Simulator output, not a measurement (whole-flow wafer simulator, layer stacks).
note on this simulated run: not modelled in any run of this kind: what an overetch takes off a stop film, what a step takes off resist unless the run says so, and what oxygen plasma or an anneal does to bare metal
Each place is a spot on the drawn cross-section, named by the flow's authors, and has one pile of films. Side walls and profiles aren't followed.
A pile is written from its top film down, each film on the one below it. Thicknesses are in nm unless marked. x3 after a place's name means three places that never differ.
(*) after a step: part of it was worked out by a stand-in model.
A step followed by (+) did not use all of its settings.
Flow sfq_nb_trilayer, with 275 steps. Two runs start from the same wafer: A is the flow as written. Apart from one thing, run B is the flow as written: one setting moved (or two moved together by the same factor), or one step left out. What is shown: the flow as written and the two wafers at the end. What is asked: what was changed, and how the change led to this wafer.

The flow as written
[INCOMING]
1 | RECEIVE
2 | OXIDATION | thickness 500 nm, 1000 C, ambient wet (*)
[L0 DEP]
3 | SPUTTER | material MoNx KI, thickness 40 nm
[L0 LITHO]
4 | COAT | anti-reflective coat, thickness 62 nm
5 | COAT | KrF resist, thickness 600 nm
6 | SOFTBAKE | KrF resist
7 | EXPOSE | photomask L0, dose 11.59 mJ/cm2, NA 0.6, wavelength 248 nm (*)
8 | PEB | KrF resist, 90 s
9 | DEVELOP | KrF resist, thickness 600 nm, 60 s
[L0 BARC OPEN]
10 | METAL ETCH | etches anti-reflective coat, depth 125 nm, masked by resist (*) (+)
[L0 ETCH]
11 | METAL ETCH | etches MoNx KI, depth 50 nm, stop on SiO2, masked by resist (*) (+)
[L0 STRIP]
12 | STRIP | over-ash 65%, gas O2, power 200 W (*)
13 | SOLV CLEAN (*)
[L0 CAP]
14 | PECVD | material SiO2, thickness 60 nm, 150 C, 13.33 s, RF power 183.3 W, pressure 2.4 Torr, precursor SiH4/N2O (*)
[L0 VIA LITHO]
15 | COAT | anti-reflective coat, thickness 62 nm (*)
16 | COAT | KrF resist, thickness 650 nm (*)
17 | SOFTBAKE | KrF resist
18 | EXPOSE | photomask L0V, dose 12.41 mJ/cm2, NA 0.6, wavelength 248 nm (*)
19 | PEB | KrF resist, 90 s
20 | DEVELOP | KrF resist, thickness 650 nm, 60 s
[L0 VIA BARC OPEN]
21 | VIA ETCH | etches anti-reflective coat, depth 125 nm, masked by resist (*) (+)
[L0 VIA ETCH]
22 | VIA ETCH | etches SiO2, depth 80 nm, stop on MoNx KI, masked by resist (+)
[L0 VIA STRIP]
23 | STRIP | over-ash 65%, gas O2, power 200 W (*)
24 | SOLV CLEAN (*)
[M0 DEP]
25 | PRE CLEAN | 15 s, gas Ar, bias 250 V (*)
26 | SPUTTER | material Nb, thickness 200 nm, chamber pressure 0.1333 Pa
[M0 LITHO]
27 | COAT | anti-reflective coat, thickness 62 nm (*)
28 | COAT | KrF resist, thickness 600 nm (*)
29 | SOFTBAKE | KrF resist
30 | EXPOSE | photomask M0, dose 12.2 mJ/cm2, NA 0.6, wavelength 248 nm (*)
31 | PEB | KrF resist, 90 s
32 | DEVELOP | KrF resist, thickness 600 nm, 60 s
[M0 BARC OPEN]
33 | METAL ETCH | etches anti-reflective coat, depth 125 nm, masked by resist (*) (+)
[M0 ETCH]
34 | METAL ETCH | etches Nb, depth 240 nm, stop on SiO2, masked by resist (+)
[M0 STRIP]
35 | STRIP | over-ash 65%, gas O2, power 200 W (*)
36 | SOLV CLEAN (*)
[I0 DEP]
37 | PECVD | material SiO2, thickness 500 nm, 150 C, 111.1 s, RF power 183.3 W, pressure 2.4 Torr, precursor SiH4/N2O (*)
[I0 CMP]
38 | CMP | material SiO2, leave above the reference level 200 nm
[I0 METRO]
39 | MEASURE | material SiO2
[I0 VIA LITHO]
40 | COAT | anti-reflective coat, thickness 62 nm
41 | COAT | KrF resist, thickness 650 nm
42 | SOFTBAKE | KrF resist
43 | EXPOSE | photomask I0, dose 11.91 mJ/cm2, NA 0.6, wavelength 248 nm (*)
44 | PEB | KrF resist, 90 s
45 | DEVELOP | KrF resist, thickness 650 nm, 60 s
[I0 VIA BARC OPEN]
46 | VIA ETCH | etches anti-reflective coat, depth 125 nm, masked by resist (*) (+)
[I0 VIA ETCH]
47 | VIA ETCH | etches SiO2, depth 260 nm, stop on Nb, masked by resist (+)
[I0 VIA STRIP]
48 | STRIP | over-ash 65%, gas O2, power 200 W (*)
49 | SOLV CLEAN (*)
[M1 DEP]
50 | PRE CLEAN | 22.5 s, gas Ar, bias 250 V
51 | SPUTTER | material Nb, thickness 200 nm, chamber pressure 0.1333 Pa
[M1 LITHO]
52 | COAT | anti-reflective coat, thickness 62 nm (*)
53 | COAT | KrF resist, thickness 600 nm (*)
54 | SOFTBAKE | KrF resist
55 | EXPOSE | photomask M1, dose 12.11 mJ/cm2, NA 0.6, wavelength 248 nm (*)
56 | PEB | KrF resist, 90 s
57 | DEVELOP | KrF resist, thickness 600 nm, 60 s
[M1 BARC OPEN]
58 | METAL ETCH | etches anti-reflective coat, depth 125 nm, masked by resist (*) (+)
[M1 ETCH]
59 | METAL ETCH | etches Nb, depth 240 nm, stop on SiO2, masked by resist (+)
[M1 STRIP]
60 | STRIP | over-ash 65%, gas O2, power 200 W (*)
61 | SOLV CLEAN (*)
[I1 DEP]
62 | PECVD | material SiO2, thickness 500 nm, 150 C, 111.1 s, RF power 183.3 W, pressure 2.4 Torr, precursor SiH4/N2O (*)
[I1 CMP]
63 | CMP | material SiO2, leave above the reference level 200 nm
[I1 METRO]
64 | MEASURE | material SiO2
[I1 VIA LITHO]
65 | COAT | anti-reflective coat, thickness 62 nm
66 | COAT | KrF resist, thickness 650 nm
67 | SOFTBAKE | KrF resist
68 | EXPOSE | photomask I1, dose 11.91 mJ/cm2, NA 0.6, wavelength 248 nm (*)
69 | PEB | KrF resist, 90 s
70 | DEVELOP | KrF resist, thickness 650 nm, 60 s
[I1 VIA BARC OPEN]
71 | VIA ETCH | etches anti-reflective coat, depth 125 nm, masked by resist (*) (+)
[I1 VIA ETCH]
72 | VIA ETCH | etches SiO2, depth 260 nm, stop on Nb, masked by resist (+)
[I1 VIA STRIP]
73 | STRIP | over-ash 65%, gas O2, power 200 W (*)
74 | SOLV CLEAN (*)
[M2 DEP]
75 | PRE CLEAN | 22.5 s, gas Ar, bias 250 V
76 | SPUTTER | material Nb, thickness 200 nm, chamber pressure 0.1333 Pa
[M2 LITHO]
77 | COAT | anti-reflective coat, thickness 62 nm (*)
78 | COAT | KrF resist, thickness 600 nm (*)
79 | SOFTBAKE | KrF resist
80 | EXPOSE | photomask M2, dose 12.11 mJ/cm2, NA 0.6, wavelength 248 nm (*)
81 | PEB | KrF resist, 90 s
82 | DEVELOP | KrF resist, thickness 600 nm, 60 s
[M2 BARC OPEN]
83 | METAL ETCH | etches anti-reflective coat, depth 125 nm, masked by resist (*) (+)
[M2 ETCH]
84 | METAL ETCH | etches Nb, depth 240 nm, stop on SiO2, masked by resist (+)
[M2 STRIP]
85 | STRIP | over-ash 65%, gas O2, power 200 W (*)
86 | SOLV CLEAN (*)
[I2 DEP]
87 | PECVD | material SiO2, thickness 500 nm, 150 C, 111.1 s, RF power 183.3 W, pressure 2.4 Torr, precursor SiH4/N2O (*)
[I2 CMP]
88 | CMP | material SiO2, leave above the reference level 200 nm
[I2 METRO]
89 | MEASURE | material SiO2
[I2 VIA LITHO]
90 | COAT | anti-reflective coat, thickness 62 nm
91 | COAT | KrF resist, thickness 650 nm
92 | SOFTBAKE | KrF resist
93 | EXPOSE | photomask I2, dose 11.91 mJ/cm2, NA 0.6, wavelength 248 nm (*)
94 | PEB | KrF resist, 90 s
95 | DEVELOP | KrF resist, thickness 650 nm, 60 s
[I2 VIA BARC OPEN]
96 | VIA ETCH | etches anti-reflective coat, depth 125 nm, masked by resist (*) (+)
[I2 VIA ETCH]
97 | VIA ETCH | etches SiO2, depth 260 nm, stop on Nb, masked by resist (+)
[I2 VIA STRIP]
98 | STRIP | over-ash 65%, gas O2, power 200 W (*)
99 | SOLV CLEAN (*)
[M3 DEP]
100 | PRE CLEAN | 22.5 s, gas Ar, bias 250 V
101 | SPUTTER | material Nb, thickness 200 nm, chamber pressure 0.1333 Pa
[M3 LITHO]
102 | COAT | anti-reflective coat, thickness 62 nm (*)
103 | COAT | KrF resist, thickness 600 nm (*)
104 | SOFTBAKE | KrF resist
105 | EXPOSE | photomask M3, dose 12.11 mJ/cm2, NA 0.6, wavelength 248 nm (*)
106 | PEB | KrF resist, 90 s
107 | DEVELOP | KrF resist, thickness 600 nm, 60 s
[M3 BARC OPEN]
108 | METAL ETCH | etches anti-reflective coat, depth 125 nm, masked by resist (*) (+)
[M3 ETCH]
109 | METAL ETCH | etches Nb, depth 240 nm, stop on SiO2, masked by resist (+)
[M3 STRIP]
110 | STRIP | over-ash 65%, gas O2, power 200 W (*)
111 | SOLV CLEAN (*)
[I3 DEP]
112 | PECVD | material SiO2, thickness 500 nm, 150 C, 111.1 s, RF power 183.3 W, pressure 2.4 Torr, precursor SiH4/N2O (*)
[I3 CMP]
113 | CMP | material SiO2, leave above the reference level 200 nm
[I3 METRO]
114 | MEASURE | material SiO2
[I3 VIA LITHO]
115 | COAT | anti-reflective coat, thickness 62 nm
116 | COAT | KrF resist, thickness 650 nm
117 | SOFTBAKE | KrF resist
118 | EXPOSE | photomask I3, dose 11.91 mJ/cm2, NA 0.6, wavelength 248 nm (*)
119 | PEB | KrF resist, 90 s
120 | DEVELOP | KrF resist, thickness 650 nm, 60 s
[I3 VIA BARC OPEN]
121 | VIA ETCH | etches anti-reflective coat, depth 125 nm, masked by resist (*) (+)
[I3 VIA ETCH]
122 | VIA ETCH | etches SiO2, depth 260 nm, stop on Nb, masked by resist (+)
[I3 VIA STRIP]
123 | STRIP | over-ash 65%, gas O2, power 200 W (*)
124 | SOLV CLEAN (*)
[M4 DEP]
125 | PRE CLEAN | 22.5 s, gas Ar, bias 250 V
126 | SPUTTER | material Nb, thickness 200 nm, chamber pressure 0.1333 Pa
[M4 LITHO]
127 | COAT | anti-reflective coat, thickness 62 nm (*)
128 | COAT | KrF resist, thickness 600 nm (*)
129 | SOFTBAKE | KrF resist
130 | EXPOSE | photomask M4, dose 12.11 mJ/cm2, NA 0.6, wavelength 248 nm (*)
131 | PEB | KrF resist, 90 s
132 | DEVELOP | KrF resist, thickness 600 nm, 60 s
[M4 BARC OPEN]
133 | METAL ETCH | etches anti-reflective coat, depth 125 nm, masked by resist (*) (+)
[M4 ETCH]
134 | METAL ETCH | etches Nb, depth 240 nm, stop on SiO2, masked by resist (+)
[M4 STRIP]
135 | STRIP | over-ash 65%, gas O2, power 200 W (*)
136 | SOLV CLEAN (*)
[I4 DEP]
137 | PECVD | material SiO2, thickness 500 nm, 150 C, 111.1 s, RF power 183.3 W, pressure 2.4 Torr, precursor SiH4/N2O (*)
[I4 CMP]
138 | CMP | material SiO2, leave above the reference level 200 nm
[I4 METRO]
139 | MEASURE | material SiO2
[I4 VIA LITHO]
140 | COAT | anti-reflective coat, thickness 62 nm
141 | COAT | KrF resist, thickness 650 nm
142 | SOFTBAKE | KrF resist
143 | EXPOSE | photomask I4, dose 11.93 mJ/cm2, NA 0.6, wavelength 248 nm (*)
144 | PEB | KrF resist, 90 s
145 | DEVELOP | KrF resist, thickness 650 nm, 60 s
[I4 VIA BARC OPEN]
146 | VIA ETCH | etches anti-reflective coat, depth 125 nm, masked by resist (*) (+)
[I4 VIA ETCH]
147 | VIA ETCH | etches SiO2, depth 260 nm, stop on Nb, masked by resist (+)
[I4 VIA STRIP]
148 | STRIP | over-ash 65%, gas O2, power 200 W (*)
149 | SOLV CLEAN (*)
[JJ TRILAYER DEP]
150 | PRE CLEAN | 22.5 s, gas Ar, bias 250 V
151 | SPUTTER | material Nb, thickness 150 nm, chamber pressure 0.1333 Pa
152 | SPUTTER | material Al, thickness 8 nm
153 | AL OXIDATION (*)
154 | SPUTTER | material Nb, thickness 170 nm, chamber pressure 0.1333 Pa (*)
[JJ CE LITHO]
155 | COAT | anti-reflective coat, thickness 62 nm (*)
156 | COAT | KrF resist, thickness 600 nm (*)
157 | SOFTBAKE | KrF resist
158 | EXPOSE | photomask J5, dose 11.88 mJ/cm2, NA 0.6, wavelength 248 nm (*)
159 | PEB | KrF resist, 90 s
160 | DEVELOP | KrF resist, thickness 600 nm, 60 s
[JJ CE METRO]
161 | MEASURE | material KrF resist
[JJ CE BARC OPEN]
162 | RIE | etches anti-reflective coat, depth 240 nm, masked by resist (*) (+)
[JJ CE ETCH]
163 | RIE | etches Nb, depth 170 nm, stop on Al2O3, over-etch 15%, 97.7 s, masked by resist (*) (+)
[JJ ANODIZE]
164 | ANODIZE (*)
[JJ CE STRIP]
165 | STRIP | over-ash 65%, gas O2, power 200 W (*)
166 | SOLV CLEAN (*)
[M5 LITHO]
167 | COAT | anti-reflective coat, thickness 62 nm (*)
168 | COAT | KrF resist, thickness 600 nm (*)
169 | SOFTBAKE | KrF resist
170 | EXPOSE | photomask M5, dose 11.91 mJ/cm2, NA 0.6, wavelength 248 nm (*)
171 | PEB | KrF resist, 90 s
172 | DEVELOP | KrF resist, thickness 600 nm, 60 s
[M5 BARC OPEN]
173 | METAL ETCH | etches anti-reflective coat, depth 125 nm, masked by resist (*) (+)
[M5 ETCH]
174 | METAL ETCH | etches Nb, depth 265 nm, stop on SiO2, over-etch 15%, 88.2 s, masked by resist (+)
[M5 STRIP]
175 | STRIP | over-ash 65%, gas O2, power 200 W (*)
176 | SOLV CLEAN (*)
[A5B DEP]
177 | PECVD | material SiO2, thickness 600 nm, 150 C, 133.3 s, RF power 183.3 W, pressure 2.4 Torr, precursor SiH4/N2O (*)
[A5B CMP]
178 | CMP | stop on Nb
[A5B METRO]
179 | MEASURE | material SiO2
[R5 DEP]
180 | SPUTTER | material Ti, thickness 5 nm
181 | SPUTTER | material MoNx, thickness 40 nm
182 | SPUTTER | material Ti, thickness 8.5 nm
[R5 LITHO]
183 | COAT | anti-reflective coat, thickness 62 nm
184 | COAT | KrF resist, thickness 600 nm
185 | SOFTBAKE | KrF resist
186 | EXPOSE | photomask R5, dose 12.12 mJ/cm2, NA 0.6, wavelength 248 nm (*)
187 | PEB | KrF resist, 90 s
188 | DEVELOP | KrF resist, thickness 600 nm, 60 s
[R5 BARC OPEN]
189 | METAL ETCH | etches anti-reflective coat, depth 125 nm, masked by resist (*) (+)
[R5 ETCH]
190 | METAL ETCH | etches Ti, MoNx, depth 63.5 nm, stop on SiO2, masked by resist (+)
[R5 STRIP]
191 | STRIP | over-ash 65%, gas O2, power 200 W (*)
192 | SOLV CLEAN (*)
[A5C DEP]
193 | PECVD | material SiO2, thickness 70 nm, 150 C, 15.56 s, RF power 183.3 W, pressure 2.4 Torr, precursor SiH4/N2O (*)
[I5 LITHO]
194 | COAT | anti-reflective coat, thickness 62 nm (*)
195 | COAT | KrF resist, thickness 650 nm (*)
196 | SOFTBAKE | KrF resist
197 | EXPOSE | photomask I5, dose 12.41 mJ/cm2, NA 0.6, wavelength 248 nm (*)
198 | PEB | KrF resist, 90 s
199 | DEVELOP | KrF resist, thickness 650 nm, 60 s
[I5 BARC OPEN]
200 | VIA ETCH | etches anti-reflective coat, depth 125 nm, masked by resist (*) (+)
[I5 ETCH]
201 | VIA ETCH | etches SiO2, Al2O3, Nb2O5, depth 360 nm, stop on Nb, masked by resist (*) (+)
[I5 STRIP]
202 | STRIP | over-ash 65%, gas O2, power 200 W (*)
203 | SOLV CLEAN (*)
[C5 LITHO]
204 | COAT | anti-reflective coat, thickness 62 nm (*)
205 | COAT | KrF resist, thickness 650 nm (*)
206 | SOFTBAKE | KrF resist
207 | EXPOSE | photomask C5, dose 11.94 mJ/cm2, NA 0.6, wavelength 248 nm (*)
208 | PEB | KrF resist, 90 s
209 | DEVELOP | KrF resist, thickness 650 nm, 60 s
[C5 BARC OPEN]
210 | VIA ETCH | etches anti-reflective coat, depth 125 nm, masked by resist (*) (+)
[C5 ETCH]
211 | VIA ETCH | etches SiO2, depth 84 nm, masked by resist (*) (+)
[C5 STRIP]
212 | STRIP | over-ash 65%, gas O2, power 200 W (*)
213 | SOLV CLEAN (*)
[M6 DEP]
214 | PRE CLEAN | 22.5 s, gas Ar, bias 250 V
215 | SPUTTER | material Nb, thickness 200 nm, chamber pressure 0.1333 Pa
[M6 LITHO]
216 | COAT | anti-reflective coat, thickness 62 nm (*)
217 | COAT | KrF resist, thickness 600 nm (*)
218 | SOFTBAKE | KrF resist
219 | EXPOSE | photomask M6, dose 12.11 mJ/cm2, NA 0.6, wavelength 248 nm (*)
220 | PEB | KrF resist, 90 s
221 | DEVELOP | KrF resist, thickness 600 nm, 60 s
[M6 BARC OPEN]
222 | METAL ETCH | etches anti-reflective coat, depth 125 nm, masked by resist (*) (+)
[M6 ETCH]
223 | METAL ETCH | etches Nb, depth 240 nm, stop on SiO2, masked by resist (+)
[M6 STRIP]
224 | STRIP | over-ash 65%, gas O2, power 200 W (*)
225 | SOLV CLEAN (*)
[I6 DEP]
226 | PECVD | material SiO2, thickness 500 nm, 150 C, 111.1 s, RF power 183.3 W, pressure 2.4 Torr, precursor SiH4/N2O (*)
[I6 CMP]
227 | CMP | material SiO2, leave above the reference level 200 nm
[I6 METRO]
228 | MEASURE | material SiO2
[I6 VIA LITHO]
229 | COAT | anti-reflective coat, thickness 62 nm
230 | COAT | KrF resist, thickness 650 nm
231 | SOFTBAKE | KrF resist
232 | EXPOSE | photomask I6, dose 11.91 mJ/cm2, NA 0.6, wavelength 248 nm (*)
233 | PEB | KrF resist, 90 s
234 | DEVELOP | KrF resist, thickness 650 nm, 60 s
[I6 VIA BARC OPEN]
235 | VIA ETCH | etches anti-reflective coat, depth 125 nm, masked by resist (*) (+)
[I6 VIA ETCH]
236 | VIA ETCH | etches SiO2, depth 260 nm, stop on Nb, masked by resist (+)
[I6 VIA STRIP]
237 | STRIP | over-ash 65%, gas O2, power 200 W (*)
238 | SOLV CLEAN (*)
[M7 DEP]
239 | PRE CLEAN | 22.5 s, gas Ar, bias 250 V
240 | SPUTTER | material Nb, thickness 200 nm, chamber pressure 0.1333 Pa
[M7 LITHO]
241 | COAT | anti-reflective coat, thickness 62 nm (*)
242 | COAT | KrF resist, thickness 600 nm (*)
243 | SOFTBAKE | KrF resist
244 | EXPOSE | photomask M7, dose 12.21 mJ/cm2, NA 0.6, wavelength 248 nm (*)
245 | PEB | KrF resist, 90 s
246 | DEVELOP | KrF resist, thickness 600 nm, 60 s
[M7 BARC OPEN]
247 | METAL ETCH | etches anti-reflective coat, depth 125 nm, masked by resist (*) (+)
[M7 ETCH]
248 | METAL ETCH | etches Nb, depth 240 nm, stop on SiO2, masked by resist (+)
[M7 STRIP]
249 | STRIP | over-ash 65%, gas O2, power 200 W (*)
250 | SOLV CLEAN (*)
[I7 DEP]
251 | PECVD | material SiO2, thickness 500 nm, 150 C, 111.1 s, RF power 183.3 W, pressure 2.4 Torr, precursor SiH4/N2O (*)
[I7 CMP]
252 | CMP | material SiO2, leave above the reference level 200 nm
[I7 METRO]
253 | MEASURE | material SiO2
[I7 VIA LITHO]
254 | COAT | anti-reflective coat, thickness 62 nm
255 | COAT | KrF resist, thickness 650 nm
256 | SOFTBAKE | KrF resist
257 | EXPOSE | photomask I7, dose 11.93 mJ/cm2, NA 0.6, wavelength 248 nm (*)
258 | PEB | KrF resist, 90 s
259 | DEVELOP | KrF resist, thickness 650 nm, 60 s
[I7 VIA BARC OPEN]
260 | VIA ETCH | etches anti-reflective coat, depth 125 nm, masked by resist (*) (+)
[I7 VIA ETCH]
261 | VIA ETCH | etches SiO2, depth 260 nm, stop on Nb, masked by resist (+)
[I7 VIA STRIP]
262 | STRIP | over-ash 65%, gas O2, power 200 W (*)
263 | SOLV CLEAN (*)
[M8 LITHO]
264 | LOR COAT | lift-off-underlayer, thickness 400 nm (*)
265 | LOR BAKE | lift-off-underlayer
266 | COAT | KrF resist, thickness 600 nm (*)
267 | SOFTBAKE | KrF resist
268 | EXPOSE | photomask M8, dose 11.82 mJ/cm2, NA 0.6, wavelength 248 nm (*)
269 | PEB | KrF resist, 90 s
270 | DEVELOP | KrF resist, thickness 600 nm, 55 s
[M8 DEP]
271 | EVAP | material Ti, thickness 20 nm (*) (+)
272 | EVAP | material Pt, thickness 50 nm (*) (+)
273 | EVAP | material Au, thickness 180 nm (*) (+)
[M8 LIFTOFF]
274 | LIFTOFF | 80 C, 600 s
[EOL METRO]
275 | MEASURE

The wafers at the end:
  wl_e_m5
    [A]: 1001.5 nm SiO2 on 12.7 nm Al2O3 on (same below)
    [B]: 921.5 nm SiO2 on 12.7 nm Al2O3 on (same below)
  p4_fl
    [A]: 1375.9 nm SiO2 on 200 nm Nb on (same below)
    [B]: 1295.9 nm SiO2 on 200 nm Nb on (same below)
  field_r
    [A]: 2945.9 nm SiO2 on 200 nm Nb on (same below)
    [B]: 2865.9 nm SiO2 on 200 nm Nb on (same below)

What caused this: step 227, CMP: leave above the reference level 120 nm was run, though the flow has leave above the reference level 200 nm.

Step by step, how the change led to this:
  227 | CMP | material SiO2, leave above the reference level 200 nm
      field_l, p4_fl, p4_fm and 59 more: A -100 SiO2 | B -180 SiO2
      v_sur, via_wl, via_w and 15 more: A -300 SiO2 | B -380 SiO2
      (also at 26 further places)
  236 | VIA ETCH | etches SiO2, depth 260 nm, stop on Nb, masked by resist (+)
      field_l, v_sur, via_wl and 102 more: A -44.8 KrF resist | B -31 KrF resist
      via_v: A -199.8 SiO2 (all of it) | B -119.8 SiO2 (all of it)
  237 | STRIP | over-ash 65%, gas O2, power 200 W (*)
      field_l, v_sur, via_wl and 102 more: A -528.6 KrF resist (all of it), -62 anti-reflective coat (all of it) | B -542.4 KrF resist (all of it), -62 anti-reflective coat (all of it)
  240 | SPUTTER | material Nb, thickness 200 nm, chamber pressure 0.1333 Pa
      via_v: A +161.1 Nb | B +180.7 Nb
  241 | COAT | anti-reflective coat, thickness 62 nm (*)
      via_sp: A +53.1 anti-reflective coat (new film) | B +54.6 anti-reflective coat (new film)
      via_v: A +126 anti-reflective coat (new film) | B +107.1 anti-reflective coat (new film)
      (also at 1 further place)
  242 | COAT | KrF resist, thickness 600 nm (*)
      via_v: A +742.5 KrF resist (new film) | B +675.1 KrF resist (new film)
  249 | STRIP | over-ash 65%, gas O2, power 200 W (*)
      via_sp: A -373.6 KrF resist (all of it), -53.1 anti-reflective coat (all of it) | B -379.2 KrF resist (all of it), -54.6 anti-reflective coat (all of it)
      via_v: A -524.5 KrF resist (all of it), -126 anti-reflective coat (all of it) | B -457.3 KrF resist (all of it), -107.1 anti-reflective coat (all of it)
      (also at 1 further place)
  251 | PECVD | material SiO2, thickness 500 nm, 150 C, 111.1 s, RF power 183.3 W, pressure 2.4 Torr, precursor SiH4/N2O (*)
      via_v: A +621 SiO2 (new film) | B +500 SiO2 (new film)
  252 | CMP | material SiO2, leave above the reference level 200 nm
      via_v: A -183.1 SiO2 | B -161.8 SiO2
